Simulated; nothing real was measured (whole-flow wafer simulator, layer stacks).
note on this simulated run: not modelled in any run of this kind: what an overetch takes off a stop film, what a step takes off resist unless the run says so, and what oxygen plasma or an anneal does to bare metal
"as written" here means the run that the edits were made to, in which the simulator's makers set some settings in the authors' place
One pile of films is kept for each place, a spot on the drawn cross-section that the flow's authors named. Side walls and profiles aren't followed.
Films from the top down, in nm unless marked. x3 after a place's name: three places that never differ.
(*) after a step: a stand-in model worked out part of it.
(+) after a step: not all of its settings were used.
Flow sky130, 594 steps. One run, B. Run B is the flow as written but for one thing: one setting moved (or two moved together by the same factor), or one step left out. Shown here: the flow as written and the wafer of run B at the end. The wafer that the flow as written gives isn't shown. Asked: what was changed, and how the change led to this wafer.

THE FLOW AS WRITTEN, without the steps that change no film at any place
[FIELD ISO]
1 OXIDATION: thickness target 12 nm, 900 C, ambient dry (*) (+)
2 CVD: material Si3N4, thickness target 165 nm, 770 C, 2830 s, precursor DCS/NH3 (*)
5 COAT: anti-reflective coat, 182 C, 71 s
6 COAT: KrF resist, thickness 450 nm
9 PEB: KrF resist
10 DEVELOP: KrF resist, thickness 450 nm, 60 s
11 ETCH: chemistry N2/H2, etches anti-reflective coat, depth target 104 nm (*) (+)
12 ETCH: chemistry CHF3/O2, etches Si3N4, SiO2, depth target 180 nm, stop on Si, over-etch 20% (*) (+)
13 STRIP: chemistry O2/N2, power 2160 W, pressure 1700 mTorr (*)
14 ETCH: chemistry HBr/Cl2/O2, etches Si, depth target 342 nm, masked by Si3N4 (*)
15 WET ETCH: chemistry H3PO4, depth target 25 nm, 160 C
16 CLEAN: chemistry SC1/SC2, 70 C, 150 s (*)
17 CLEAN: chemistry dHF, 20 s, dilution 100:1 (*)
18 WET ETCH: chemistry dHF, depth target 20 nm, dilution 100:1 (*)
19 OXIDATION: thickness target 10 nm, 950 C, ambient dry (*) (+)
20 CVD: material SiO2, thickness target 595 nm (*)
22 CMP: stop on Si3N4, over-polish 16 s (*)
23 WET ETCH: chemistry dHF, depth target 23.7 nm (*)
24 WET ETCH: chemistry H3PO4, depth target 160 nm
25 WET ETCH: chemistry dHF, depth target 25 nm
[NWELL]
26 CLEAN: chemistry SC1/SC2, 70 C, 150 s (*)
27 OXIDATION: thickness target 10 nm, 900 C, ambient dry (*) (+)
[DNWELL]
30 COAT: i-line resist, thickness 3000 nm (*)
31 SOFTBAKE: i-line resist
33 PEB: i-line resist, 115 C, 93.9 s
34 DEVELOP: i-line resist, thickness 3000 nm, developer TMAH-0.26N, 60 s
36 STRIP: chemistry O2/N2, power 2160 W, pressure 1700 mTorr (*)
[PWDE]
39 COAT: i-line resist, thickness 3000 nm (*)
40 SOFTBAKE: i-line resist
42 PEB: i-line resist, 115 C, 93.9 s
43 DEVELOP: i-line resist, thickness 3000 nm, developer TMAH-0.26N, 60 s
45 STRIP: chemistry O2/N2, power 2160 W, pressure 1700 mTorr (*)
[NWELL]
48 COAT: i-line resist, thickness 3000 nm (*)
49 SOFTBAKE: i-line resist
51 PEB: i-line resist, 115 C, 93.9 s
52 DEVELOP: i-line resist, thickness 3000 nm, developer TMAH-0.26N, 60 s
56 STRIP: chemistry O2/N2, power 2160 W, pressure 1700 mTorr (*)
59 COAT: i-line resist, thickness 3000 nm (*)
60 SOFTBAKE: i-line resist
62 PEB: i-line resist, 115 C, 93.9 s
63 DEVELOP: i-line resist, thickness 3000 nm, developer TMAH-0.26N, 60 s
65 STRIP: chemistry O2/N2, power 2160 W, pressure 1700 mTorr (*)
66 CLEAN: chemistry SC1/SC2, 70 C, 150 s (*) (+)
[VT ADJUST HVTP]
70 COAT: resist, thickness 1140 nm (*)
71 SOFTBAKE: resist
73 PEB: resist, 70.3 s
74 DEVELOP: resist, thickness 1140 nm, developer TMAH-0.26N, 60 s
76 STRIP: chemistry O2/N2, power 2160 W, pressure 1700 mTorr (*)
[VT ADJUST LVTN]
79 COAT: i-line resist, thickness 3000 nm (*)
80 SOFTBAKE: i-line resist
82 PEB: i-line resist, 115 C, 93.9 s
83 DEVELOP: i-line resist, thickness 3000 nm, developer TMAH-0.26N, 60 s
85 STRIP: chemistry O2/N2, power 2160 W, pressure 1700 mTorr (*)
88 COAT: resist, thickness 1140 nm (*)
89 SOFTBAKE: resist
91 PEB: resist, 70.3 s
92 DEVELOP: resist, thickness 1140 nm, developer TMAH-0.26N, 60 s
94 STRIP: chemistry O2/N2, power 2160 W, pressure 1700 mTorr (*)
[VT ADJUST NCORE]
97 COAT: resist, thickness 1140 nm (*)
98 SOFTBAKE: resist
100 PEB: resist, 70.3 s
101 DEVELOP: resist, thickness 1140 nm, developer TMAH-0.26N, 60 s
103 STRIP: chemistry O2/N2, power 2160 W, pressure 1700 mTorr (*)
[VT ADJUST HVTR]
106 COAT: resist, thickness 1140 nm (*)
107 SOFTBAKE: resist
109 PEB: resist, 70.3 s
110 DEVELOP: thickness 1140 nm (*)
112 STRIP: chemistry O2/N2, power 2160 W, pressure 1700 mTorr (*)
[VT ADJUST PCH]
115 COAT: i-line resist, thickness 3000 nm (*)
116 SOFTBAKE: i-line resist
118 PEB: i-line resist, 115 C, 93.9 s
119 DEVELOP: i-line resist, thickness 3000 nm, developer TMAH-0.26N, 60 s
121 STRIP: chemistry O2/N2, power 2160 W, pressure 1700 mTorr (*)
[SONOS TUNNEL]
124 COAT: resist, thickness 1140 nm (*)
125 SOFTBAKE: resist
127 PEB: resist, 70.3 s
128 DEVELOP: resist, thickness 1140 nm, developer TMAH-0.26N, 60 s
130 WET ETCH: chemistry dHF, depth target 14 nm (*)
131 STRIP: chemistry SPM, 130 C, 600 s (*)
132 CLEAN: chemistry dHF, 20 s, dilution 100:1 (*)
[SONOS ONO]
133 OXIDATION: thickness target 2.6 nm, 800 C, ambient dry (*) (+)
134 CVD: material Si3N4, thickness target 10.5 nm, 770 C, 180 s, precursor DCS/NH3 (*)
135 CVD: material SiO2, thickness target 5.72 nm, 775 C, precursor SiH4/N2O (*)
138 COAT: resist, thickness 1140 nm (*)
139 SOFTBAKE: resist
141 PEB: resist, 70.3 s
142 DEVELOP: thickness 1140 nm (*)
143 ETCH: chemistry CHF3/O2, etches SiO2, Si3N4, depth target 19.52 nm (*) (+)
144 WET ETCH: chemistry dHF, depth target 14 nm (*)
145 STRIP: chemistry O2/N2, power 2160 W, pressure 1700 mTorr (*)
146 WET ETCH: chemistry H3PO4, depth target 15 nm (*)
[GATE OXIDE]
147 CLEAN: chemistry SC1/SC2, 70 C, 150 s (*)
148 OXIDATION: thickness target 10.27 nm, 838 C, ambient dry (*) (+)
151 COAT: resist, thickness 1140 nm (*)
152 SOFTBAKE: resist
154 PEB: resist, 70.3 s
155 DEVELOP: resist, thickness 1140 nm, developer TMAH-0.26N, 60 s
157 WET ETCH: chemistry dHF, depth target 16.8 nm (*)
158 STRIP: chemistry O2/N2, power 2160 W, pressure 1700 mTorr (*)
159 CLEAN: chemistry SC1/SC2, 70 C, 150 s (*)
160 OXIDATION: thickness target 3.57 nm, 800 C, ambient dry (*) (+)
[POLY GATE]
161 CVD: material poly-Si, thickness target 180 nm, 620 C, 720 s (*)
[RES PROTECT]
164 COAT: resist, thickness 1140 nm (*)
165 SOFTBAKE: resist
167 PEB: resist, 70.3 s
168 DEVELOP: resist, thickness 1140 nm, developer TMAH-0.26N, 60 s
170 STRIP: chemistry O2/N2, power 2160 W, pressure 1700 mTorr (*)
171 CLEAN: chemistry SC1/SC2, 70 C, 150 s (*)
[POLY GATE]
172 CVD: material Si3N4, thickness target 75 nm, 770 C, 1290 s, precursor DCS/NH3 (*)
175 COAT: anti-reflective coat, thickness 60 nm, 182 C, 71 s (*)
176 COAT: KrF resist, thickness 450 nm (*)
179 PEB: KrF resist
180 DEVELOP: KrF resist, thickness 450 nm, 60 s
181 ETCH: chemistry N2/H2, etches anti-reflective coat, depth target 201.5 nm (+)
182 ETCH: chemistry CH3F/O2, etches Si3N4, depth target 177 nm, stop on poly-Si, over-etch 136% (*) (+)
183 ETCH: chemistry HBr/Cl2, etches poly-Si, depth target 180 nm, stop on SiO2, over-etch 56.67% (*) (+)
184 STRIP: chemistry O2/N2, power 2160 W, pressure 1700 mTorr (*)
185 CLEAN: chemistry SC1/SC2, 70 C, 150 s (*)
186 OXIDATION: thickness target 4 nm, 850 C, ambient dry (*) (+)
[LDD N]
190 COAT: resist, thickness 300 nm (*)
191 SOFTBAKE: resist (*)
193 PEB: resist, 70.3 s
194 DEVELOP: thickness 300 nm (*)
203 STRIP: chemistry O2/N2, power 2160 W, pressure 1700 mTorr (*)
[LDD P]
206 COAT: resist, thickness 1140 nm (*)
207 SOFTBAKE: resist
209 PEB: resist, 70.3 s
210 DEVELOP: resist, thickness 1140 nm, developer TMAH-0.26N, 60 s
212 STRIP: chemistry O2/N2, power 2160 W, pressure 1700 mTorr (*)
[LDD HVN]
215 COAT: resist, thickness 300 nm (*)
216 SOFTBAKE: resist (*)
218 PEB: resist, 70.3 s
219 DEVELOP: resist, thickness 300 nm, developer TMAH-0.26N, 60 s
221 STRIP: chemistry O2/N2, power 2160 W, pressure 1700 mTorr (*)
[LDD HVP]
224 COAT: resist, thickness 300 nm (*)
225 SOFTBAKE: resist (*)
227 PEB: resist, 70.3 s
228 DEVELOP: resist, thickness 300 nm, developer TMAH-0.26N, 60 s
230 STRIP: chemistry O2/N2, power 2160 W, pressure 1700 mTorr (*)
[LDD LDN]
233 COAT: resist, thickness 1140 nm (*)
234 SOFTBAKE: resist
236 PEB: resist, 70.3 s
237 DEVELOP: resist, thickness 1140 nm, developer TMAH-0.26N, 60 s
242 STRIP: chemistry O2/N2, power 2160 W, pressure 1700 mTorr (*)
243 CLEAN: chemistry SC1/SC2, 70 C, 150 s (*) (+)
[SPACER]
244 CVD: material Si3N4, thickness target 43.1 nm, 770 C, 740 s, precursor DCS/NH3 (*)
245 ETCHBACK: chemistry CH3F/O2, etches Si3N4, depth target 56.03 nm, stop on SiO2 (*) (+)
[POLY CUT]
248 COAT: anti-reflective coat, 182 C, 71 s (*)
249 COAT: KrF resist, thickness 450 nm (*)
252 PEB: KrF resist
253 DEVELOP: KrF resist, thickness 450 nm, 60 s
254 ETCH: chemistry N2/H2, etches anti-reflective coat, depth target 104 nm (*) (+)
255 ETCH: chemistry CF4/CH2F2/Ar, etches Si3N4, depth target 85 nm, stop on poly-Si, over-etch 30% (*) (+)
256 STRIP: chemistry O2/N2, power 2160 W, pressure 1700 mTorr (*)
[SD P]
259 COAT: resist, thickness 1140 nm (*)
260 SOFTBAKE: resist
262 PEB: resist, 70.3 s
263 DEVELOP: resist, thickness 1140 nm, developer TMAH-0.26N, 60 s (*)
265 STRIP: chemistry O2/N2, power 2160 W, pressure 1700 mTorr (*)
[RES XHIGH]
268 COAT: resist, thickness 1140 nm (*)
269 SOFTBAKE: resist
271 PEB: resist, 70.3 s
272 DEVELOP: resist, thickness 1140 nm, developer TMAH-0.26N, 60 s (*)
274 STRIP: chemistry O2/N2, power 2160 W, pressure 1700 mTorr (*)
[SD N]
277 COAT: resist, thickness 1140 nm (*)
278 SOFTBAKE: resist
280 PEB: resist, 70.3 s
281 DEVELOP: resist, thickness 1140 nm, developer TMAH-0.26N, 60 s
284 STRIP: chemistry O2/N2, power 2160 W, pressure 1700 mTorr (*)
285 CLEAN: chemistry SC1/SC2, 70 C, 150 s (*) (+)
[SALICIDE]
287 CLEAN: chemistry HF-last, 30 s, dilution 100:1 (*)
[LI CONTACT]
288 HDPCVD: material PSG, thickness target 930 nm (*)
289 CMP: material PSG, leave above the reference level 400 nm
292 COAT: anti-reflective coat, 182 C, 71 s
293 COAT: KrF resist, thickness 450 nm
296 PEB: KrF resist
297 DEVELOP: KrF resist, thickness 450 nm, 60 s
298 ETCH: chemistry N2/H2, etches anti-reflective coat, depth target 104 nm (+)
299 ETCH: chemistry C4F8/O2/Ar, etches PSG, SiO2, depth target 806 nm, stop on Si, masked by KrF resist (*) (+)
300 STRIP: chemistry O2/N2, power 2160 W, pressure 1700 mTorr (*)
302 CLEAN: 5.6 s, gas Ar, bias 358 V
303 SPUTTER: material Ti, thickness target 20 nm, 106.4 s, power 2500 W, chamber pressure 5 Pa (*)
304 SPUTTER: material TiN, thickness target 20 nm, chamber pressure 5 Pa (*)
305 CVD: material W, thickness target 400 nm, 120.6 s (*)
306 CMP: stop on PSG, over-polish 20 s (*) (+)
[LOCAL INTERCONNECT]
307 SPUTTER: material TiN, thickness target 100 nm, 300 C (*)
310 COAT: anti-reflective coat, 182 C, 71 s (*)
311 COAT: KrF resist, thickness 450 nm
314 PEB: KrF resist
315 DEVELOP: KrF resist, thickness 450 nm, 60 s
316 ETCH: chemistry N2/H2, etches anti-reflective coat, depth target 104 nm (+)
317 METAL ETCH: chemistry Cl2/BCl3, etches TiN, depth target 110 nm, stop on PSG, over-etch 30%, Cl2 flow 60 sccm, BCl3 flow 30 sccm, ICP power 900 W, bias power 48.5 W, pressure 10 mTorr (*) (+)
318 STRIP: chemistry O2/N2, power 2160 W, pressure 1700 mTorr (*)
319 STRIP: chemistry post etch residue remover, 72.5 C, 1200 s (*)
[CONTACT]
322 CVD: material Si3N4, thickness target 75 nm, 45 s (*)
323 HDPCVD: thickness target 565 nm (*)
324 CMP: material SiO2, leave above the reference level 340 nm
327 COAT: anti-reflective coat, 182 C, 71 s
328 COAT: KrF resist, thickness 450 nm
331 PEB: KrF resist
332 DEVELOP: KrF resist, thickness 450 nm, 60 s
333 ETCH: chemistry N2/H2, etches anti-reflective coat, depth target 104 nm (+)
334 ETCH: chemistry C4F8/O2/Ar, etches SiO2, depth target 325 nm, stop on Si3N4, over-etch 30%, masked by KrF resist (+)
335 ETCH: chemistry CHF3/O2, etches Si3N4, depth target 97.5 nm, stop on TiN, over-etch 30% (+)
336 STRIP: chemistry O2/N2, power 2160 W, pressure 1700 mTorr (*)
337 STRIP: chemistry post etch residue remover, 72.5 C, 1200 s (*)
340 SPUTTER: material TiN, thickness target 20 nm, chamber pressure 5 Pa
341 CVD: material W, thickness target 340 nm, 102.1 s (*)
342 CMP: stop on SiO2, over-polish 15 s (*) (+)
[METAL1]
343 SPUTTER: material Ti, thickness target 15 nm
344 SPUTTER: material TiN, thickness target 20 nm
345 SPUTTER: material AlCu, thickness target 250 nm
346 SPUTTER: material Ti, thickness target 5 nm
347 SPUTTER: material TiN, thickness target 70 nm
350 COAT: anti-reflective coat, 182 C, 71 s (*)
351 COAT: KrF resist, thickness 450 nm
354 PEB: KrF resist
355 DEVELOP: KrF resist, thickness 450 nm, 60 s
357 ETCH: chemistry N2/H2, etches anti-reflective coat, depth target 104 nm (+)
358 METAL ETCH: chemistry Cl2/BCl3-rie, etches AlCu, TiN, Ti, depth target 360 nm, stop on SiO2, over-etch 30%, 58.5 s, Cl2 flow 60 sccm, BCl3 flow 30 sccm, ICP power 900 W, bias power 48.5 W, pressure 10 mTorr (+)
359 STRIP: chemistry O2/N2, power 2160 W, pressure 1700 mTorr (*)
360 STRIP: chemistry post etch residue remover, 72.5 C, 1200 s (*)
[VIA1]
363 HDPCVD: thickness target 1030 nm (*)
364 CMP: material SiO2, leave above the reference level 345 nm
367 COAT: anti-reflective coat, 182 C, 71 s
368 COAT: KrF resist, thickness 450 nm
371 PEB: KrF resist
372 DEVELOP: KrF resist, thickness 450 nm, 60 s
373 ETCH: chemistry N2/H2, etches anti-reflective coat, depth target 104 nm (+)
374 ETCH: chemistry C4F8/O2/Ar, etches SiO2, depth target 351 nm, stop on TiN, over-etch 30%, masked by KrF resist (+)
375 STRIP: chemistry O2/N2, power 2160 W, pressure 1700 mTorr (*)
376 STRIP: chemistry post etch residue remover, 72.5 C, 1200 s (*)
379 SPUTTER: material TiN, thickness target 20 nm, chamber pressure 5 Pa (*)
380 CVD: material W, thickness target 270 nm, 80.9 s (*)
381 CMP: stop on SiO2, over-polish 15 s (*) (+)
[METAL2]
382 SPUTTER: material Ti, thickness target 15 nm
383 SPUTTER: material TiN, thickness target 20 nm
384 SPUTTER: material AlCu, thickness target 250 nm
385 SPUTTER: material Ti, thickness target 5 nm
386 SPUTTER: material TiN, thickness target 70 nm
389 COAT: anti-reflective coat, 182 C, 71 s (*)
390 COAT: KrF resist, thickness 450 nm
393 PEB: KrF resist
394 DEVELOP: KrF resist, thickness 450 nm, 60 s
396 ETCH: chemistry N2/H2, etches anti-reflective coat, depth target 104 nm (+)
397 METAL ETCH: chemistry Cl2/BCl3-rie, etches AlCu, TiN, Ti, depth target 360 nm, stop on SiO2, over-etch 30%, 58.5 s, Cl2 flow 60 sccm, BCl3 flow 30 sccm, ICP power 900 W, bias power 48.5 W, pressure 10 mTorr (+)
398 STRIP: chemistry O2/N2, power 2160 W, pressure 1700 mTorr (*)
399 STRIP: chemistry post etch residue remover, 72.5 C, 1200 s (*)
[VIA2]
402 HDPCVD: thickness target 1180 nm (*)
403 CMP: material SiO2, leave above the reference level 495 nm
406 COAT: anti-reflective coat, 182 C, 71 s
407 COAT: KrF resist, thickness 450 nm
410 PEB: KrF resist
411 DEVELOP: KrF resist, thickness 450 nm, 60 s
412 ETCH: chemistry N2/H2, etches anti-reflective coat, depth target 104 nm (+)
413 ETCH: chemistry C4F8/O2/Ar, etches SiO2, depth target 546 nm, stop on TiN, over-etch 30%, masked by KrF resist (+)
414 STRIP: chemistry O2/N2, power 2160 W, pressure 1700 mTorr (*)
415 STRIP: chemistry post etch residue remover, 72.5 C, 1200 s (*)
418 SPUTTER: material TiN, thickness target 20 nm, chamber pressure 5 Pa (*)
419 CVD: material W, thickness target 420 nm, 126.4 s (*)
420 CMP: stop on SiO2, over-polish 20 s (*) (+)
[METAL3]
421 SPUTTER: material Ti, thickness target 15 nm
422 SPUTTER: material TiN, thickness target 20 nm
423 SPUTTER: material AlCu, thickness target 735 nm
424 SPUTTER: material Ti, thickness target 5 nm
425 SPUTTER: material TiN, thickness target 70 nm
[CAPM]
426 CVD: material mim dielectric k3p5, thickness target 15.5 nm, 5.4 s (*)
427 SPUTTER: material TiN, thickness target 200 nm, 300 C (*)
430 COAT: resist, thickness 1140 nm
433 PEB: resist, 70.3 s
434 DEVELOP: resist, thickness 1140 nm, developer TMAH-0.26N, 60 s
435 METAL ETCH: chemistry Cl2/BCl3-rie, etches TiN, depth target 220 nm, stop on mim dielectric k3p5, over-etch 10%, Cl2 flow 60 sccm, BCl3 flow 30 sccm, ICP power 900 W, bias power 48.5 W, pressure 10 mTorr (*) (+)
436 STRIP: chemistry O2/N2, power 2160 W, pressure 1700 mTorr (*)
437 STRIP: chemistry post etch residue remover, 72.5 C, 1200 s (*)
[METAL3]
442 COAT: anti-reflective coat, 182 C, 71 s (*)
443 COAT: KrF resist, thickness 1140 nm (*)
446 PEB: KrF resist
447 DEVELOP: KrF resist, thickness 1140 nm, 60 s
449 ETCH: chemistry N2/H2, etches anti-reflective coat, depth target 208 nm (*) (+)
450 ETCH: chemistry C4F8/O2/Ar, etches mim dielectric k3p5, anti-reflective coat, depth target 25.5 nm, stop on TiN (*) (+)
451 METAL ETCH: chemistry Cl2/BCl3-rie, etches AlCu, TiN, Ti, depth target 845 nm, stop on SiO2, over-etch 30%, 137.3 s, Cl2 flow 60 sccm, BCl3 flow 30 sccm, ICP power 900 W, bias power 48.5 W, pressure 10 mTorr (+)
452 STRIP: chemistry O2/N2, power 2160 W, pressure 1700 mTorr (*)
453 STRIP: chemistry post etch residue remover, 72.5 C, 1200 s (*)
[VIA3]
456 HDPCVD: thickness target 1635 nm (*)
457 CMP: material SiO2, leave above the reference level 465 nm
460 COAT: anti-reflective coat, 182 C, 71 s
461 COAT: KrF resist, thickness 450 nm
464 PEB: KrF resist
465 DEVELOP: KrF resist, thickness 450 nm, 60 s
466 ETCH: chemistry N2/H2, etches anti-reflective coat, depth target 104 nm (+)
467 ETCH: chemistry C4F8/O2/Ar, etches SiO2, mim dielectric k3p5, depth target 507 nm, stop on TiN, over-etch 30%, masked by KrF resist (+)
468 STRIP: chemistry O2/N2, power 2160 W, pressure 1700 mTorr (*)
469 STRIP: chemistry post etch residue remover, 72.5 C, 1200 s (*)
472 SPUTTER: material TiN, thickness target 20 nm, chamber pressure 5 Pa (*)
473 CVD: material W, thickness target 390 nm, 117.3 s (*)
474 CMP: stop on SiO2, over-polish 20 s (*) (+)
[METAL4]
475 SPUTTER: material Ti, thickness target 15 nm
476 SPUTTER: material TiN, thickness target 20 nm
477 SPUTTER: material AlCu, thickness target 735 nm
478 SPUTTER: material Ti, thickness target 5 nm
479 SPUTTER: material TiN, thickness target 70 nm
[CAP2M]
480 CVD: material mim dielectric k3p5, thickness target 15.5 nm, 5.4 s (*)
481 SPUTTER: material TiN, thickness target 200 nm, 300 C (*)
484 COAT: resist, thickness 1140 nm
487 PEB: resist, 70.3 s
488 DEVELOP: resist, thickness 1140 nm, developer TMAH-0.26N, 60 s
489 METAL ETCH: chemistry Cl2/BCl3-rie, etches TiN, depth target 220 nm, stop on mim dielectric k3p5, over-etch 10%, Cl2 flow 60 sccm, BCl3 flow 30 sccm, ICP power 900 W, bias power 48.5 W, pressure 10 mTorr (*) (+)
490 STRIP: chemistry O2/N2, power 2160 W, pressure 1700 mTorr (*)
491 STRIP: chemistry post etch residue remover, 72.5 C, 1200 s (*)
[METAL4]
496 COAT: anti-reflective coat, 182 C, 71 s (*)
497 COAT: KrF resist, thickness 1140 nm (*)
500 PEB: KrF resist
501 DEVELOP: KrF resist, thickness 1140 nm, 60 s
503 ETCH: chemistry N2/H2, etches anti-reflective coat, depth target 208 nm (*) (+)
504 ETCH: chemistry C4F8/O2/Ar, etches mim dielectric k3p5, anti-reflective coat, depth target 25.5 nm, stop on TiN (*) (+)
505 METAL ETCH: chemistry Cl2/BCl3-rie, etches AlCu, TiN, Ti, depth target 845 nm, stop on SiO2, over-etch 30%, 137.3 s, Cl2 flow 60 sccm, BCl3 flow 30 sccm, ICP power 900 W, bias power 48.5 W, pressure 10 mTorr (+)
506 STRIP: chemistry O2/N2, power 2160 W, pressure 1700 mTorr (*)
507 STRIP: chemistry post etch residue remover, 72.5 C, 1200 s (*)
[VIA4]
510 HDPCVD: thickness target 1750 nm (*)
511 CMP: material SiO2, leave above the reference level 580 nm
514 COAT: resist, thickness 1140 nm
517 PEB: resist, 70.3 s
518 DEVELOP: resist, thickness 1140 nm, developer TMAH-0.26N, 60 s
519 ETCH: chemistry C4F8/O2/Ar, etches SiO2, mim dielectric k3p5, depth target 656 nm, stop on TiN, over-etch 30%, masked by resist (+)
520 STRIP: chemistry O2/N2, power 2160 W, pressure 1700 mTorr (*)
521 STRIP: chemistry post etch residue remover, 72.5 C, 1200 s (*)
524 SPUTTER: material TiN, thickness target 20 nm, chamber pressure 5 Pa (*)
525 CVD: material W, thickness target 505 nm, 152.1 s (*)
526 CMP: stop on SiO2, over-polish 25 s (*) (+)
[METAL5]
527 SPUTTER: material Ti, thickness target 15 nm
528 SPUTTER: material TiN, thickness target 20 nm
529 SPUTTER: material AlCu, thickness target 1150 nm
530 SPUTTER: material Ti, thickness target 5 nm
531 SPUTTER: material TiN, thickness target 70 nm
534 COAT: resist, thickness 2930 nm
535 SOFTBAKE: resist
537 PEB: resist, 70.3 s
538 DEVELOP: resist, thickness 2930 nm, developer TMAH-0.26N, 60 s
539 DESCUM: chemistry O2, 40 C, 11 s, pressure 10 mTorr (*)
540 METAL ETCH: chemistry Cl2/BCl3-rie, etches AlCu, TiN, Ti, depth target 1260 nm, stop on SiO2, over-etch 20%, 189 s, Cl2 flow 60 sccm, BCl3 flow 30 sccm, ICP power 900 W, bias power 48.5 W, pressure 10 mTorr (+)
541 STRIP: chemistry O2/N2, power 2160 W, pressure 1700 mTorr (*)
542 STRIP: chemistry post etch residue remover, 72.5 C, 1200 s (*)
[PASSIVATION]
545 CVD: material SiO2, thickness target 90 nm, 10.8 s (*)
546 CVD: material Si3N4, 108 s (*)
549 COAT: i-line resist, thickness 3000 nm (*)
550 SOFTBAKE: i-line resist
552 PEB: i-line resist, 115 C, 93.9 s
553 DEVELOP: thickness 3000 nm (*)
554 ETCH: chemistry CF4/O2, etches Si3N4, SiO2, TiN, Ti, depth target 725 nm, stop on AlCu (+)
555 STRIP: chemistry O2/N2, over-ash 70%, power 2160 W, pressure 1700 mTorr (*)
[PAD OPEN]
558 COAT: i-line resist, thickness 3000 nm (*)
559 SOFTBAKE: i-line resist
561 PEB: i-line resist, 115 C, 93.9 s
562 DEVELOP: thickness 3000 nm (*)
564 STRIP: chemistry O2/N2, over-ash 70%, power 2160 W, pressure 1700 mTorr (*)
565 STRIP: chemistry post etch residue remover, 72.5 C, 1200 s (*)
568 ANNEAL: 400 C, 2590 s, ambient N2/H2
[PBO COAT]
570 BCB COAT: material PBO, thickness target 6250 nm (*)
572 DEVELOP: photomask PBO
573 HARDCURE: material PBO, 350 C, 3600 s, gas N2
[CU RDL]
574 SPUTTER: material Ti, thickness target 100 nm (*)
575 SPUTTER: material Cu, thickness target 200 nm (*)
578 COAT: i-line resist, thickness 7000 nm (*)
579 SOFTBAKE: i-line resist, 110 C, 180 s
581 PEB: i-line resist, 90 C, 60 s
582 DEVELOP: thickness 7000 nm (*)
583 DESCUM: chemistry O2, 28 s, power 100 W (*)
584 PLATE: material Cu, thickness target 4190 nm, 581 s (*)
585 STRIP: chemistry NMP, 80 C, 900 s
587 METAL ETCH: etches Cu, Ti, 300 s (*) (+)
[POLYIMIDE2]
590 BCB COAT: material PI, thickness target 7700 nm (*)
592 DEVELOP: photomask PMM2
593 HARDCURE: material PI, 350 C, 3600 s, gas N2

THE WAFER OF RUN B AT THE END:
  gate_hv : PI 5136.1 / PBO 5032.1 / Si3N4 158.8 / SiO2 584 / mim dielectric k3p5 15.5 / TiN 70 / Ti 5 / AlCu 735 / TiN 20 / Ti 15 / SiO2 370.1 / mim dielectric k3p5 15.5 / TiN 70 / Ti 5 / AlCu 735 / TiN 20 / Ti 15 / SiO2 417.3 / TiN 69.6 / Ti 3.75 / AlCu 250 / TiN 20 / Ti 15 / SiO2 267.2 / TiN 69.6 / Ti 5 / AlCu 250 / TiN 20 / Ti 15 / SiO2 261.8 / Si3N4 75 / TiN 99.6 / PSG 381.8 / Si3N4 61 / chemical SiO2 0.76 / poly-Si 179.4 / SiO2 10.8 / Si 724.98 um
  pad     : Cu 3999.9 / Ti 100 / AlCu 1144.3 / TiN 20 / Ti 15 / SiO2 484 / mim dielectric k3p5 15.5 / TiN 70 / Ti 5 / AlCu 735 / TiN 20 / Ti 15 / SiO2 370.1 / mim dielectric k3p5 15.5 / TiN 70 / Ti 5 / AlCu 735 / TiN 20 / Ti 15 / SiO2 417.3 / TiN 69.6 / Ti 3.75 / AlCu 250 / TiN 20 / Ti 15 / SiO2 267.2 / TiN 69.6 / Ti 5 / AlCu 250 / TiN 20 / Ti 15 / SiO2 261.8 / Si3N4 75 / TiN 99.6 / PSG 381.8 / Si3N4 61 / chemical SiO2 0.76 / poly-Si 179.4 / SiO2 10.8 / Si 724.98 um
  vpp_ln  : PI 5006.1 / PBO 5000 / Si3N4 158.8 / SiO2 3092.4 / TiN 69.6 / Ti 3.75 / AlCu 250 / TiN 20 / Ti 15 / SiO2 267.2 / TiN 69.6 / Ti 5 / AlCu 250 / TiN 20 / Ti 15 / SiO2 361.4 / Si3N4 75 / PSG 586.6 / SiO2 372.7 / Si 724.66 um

The cause: step 385, SPUTTER: thickness target 3.75 nm was run, where the flow has thickness target 5 nm.
It can be read off the wafer: gate_hv has Ti 3.75, and step 385 as written asks for 5 nm.

How the change led to this, step by step:
  385 SPUTTER: material Ti, thickness target 5 nm
      field, active, n_well and 188 more: Ti +3.75 (new film) (as written it would be: Ti +5 (new film))
  397 METAL ETCH: chemistry Cl2/BCl3-rie, etches AlCu, TiN, Ti, depth target 360 nm, stop on SiO2, over-etch 30%, 58.5 s, Cl2 flow 60 sccm, BCl3 flow 30 sccm, ICP power 900 W, bias power 48.5 W, pressure 10 mTorr (+)
      field, active, gate and 82 more: TiN -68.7 (all of it), Ti -3.75 (all of it), AlCu -250 (all of it), TiN -20 (all of it), Ti -15 (all of it), SiO2 -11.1 (as written it would be: TiN -68.7 (all of it), Ti -5 (all of it), AlCu -250 (all of it), TiN -20 (all of it), Ti -15 (all of it), SiO2 -10.9)
